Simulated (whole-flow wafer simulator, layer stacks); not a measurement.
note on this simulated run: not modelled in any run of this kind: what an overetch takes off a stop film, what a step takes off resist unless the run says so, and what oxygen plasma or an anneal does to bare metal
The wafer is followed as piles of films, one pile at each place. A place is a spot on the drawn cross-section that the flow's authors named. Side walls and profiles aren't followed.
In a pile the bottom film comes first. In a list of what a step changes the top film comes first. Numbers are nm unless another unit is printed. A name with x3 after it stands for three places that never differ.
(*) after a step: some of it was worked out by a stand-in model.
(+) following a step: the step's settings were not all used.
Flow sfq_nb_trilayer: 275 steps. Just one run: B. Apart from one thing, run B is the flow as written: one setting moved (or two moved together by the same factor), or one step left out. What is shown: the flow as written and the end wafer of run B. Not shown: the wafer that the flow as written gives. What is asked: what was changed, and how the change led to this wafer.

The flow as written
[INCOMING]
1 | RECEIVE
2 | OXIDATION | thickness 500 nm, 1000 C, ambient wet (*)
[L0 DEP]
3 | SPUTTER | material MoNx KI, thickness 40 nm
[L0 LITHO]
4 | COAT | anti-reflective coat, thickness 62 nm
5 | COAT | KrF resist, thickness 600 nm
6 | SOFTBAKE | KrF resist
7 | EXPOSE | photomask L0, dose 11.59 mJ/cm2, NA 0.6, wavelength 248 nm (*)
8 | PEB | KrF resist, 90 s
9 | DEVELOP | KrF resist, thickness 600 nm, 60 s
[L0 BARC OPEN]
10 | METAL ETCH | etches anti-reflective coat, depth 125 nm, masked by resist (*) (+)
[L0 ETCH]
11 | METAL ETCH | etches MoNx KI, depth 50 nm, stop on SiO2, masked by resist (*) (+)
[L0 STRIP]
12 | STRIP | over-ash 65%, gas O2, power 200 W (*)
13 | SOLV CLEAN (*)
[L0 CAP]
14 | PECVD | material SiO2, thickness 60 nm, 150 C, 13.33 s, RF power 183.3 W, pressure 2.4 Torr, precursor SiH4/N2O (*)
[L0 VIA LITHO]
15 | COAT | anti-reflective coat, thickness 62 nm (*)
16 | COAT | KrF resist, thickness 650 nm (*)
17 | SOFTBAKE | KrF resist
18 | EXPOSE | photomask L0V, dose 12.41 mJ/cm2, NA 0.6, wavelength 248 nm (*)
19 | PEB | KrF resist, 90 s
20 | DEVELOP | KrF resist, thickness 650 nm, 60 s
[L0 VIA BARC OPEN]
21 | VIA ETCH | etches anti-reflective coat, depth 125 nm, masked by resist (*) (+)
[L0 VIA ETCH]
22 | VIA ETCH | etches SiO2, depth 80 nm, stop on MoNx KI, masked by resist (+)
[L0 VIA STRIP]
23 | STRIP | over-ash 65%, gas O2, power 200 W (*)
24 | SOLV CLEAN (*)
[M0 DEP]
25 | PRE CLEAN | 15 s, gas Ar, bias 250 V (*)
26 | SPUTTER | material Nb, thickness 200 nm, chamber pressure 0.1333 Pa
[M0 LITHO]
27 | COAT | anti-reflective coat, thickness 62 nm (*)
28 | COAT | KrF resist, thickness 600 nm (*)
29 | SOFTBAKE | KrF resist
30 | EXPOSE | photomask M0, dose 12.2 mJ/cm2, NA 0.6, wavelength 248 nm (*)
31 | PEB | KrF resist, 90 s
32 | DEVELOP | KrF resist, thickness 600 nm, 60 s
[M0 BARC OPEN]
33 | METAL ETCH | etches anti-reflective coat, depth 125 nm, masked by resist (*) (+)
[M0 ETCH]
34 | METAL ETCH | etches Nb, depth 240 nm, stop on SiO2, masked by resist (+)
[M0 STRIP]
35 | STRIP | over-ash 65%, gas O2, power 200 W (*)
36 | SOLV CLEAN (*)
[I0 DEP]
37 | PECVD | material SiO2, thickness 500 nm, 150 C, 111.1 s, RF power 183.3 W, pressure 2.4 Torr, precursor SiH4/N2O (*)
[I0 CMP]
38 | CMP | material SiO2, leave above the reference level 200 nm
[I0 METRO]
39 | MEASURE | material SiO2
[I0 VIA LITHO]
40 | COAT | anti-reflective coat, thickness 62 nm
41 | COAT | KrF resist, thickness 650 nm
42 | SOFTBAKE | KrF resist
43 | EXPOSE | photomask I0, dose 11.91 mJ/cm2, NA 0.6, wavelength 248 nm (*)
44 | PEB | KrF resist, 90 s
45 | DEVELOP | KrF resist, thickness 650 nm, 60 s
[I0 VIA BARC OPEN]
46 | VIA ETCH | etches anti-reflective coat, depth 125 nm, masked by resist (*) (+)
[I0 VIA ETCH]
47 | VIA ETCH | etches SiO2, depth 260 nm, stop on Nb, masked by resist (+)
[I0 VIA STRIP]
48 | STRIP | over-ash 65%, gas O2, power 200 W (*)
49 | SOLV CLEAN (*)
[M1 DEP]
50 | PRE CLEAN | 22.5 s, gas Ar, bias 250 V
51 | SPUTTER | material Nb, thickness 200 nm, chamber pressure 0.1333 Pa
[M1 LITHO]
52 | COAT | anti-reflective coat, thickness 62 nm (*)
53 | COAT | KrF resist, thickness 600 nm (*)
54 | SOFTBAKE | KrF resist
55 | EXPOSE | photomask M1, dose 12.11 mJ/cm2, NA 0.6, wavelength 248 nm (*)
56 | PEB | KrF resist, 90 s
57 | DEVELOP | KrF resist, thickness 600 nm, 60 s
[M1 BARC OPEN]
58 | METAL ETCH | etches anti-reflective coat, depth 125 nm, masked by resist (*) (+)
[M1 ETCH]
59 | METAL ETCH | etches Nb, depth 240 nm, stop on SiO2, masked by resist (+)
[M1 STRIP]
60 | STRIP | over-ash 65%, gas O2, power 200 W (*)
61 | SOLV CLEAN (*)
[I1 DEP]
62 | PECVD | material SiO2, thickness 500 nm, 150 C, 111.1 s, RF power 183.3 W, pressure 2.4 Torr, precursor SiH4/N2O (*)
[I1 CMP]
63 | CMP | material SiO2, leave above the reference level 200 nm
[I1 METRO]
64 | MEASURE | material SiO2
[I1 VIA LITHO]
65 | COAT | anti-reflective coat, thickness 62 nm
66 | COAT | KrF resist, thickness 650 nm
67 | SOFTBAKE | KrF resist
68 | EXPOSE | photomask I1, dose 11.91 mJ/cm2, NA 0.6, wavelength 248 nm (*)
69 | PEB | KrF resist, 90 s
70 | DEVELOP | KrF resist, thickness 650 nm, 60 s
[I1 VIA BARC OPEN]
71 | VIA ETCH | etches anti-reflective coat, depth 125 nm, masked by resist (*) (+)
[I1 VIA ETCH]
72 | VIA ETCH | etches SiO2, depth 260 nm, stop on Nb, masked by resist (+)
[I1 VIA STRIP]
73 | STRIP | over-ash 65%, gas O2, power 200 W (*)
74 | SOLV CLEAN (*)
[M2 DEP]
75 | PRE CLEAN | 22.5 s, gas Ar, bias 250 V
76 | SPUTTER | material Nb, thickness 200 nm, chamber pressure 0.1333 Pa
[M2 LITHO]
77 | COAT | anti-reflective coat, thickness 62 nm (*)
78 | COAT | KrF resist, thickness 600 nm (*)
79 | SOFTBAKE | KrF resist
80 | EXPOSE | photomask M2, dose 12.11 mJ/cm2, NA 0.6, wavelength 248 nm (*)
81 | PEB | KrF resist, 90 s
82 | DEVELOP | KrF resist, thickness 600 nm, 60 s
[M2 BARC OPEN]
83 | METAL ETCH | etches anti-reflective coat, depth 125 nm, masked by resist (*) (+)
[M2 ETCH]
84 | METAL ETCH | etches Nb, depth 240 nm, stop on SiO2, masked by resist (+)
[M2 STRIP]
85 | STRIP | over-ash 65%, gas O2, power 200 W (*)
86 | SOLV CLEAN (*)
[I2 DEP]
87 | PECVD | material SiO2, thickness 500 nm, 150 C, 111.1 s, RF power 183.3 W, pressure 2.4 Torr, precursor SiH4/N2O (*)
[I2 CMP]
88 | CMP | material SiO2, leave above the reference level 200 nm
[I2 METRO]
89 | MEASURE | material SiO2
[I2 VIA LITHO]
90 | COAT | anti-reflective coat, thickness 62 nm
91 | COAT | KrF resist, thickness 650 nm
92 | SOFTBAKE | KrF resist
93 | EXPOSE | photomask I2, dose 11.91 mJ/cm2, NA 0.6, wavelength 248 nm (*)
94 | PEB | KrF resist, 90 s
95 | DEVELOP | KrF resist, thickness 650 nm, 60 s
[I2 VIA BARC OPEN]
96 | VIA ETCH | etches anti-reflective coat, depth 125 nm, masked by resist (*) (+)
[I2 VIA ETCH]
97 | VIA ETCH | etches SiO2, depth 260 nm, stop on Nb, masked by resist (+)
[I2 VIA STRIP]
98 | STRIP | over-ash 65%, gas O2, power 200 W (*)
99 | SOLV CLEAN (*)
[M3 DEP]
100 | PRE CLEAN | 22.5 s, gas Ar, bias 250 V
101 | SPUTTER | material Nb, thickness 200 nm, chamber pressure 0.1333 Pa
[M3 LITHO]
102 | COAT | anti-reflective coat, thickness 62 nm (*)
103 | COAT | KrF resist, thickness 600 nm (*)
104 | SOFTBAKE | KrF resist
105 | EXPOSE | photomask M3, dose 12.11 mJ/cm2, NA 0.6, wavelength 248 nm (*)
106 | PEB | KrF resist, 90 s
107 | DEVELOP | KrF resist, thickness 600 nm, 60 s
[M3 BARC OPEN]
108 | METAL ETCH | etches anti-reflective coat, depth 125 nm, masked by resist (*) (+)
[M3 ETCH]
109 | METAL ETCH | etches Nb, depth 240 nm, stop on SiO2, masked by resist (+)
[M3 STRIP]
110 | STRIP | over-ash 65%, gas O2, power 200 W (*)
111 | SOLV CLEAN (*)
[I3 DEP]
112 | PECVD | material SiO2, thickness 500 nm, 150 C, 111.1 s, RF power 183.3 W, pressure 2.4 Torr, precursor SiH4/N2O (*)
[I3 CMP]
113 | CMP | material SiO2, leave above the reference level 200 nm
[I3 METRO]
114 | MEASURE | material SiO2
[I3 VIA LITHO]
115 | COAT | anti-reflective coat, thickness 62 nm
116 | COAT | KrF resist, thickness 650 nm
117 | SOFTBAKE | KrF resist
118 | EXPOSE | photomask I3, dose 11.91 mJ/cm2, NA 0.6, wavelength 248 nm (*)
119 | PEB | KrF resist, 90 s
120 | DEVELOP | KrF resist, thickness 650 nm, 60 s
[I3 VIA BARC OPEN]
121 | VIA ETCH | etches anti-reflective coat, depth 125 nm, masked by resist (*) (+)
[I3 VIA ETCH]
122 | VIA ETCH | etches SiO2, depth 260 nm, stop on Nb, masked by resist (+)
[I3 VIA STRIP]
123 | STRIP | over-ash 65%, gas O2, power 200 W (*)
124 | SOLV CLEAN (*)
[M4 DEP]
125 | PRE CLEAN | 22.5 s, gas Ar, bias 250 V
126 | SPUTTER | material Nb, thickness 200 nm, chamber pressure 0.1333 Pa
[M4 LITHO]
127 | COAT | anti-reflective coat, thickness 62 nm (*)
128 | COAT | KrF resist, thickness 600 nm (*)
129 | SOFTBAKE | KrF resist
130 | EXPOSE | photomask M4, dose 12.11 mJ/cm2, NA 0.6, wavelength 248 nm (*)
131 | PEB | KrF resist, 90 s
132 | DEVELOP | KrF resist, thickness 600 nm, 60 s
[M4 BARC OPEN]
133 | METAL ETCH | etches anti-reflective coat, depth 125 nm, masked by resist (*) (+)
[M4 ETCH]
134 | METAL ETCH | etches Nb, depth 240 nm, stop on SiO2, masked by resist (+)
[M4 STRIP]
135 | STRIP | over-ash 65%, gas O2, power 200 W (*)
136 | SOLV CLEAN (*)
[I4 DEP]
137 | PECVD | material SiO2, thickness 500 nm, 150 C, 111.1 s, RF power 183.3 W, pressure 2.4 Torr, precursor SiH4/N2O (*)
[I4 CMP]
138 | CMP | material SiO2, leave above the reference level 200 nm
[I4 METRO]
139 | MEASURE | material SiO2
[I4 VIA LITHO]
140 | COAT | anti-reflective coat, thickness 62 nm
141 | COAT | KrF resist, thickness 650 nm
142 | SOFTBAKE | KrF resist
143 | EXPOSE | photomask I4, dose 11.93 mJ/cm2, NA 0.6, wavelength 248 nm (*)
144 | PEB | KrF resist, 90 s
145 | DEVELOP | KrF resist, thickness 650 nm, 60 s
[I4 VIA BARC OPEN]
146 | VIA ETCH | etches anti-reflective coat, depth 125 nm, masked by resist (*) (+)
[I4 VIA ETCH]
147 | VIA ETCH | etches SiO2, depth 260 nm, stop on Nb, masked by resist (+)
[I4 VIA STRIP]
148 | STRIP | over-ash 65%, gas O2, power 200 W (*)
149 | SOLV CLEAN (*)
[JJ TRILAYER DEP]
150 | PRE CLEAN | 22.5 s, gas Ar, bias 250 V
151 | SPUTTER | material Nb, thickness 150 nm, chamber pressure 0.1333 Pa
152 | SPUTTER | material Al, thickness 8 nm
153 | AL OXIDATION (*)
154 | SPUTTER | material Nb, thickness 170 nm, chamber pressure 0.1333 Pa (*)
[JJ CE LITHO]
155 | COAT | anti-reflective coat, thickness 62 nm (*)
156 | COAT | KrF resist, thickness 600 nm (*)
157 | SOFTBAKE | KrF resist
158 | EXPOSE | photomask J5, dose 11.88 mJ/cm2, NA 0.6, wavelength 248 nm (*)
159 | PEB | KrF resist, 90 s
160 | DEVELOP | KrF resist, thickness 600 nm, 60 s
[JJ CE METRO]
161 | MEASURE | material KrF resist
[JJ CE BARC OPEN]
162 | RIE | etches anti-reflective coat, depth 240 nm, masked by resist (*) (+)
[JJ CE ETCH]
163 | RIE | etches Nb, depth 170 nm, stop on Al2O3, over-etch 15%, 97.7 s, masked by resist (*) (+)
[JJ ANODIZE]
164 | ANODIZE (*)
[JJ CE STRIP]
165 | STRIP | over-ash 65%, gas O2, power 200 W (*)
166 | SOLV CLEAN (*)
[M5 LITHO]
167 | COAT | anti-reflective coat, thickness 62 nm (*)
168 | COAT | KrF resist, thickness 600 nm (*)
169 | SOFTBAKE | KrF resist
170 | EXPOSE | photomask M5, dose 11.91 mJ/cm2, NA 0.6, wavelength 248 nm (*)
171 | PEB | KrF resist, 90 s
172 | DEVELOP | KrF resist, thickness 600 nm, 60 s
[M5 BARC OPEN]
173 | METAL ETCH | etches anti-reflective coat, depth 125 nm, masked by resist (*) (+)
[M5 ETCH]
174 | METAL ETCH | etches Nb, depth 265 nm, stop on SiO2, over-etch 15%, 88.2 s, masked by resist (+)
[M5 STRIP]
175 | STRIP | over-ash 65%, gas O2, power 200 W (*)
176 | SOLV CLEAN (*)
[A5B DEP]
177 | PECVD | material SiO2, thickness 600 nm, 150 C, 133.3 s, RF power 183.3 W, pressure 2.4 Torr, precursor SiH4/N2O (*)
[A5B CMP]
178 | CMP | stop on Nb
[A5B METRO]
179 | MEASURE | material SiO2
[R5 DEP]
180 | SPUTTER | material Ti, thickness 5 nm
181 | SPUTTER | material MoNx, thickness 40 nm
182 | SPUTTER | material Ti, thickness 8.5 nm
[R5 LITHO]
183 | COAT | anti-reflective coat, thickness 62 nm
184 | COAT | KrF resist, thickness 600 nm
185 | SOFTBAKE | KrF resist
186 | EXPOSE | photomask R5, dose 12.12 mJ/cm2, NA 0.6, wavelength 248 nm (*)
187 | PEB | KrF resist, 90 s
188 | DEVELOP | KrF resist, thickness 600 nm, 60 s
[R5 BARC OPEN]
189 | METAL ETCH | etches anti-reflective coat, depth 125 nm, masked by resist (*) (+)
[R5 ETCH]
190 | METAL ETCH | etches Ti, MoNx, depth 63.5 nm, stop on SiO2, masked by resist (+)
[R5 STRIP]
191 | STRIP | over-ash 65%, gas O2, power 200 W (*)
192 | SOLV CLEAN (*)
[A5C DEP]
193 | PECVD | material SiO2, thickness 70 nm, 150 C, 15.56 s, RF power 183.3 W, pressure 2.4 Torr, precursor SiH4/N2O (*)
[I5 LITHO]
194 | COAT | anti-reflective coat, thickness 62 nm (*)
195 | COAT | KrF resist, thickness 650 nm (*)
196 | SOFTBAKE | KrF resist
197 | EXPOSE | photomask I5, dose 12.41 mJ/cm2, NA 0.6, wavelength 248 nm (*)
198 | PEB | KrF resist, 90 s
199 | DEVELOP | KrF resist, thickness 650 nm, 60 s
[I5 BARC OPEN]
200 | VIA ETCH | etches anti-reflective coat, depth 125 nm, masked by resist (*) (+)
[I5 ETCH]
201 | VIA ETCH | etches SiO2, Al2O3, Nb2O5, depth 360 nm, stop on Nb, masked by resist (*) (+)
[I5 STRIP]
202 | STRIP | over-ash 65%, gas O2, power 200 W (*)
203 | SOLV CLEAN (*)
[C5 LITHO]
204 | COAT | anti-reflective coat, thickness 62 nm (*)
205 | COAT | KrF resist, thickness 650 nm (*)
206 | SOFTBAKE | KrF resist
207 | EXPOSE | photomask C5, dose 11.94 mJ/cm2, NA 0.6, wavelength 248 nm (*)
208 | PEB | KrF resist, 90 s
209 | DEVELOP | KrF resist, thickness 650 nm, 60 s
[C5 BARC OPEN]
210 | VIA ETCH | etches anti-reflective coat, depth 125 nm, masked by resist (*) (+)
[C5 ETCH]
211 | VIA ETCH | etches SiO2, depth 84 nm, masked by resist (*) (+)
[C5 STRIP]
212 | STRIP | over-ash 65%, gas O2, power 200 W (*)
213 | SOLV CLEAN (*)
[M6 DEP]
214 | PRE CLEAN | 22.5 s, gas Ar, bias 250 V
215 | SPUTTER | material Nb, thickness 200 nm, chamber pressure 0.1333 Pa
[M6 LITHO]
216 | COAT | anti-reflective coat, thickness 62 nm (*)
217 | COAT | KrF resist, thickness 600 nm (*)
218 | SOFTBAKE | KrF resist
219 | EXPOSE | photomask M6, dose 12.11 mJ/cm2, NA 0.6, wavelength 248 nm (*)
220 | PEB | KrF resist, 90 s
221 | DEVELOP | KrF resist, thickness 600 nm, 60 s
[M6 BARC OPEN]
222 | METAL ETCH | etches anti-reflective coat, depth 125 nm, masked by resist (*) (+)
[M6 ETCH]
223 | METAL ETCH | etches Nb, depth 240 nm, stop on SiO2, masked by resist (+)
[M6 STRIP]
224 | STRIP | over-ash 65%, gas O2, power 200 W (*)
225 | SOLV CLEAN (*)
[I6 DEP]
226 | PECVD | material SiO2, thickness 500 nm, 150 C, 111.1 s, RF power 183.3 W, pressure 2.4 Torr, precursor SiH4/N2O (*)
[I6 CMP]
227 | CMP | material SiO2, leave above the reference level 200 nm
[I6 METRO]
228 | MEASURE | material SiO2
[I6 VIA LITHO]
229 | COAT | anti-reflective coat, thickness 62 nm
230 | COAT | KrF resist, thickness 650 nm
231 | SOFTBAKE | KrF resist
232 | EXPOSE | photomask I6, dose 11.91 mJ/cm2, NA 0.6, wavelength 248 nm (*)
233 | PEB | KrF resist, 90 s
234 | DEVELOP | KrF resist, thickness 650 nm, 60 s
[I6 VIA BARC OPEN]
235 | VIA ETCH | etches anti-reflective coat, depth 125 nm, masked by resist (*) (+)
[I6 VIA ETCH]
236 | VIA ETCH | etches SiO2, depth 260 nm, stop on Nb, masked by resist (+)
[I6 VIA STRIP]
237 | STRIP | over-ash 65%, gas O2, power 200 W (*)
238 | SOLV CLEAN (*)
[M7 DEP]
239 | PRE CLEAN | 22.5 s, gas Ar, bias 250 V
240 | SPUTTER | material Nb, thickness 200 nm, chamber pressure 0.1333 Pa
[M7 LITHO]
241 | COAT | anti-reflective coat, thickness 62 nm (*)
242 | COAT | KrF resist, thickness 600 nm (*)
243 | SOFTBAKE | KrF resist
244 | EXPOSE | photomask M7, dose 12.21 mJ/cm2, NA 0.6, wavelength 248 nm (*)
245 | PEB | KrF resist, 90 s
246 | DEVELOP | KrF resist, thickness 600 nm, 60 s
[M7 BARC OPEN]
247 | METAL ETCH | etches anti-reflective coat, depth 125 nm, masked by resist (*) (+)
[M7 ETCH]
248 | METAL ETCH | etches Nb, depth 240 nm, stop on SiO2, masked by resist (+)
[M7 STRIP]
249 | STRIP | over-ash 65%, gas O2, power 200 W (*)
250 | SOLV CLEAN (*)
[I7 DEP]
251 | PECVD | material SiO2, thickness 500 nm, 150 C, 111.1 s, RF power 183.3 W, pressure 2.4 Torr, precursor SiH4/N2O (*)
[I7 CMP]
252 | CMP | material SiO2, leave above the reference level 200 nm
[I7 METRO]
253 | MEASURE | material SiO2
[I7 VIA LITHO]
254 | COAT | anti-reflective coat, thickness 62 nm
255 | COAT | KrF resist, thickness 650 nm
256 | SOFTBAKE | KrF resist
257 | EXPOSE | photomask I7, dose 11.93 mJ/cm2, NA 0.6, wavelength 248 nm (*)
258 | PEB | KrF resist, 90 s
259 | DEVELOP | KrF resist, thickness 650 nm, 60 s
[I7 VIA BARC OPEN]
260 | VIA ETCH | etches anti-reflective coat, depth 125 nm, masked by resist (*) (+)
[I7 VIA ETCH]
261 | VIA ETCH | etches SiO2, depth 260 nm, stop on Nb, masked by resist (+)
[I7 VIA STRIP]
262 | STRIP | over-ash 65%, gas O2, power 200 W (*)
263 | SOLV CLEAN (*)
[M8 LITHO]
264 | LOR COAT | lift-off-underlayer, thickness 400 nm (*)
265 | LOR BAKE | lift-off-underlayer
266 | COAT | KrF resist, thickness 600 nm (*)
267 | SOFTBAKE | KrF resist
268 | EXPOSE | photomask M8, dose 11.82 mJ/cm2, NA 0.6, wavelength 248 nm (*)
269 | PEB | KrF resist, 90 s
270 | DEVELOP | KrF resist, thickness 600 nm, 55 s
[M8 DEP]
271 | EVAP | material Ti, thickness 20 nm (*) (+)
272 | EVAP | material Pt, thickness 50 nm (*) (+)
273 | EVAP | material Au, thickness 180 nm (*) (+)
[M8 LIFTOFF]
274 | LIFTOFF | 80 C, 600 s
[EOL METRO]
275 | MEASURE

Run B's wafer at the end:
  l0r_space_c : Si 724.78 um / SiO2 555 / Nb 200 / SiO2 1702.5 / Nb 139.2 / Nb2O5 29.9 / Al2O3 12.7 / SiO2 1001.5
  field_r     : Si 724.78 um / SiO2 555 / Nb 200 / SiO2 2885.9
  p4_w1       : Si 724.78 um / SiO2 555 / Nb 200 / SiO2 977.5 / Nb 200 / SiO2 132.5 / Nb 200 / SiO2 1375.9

What caused this: step 113, CMP: leave above the reference level 140 nm was run, though the flow has leave above the reference level 200 nm.

The path from the change to this, step by step:
  113 | CMP | material SiO2, leave above the reference level 200 nm
      field_l, be, be_sur and 64 more: -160 SiO2 (it would be, as written: -100 SiO2)
      v_sur, via_wl, via_wr and 27 more: -360 SiO2 (it would be, as written: -300 SiO2)
      (as well as at 9 more places)
  122 | VIA ETCH | etches SiO2, depth 260 nm, stop on Nb, masked by resist (+)
      field_l, v_sur, via_wl and 102 more: -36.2 KrF resist (it would be, as written: -44.8 KrF resist)
      via_v: -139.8 SiO2 (all of it) (it would be, as written: -199.8 SiO2 (all of it))
  126 | SPUTTER | material Nb, thickness 200 nm, chamber pressure 0.1333 Pa
      via_v: +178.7 Nb (it would be, as written: +165.5 Nb)
  127 | COAT | anti-reflective coat, thickness 62 nm (*)
      via_sp: +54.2 anti-reflective coat (new film) (it would be, as written: +53 anti-reflective coat (new film))
      via_v: +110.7 anti-reflective coat (new film) (it would be, as written: +124.8 anti-reflective coat (new film))
      (as well as at 1 more place)
  128 | COAT | KrF resist, thickness 600 nm (*)
      via_v: +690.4 KrF resist (new film) (it would be, as written: +739.8 KrF resist (new film))
  135 | STRIP | over-ash 65%, gas O2, power 200 W (*)
      via_sp: -377.9 KrF resist (all of it), -54.2 anti-reflective coat (all of it) (it would be, as written: -373.9 KrF resist (all of it), -53 anti-reflective coat (all of it))
      via_v: -472.6 KrF resist (all of it), -110.7 anti-reflective coat (all of it) (it would be, as written: -521.8 KrF resist (all of it), -124.8 anti-reflective coat (all of it))
      (as well as at 1 more place)
  137 | PECVD | material SiO2, thickness 500 nm, 150 C, 111.1 s, RF power 183.3 W, pressure 2.4 Torr, precursor SiH4/N2O (*)
      via_v: +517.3 SiO2 (new film) (it would be, as written: +615 SiO2 (new film))
  138 | CMP | material SiO2, leave above the reference level 200 nm
      via_v: -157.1 SiO2 (it would be, as written: -181.6 SiO2)
